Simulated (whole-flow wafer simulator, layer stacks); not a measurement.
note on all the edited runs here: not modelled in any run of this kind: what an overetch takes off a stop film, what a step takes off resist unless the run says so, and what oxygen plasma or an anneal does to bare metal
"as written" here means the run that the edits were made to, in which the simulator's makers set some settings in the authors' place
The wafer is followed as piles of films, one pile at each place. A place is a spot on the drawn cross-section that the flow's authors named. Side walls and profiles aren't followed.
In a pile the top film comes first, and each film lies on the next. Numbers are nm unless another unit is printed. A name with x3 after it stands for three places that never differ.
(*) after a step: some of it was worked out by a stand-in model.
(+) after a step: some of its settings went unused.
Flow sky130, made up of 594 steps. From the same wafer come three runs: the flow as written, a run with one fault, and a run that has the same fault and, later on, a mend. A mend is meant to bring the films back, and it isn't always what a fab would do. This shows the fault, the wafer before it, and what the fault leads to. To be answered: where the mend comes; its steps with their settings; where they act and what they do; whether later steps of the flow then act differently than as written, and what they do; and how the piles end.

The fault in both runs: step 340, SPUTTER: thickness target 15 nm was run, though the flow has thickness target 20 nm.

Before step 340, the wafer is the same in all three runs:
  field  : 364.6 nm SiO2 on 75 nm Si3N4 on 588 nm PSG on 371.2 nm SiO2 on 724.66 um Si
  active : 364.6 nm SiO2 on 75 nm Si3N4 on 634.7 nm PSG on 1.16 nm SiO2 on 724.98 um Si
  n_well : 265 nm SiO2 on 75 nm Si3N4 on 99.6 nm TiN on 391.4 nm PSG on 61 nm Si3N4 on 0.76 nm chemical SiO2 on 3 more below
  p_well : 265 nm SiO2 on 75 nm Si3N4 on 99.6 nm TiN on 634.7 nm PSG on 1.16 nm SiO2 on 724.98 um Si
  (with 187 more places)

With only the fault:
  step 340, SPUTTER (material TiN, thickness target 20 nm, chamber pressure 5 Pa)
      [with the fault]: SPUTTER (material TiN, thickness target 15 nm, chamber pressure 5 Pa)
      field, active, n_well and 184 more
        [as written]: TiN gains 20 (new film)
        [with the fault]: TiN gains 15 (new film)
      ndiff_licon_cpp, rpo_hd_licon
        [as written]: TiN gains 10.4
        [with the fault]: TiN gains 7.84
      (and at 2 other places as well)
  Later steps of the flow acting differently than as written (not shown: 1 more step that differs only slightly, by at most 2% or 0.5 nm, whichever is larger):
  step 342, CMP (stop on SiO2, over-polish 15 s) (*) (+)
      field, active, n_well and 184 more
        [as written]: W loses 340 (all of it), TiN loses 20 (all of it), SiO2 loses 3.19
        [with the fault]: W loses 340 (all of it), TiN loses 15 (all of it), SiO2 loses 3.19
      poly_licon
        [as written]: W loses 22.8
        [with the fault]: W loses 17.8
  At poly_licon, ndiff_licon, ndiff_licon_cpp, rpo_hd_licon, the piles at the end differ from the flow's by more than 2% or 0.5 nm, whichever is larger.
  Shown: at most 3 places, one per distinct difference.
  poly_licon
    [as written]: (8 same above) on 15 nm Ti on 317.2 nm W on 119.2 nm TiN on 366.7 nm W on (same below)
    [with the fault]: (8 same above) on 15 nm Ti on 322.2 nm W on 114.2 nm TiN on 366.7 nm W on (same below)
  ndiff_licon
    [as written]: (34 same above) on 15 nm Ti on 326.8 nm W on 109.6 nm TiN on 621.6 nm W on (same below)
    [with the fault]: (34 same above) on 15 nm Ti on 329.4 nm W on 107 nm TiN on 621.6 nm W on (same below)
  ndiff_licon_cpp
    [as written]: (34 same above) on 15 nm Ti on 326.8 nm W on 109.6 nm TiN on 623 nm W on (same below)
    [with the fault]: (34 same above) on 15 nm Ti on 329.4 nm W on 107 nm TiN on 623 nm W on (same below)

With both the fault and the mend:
  The mend follows step 340.
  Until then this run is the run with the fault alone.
  step 340a, SPUTTER (material TiN, thickness target 5 nm, chamber pressure 5 Pa) (a further turn of the flow's step 340, with different settings)
      field, active, n_well and 185 more
        TiN gains 5
      ndiff_licon, ndiff_licon_cpp, rpo_hd_licon
        TiN gains 2.56
  Every later step of the flow that is run acts as written, at every place that is followed, to within 2% or 0.5 nm, whichever is larger.
  At the end the piles are close to the flow's at the places that both follow, differing by at most 2% or 0.5 nm, whichever is larger.
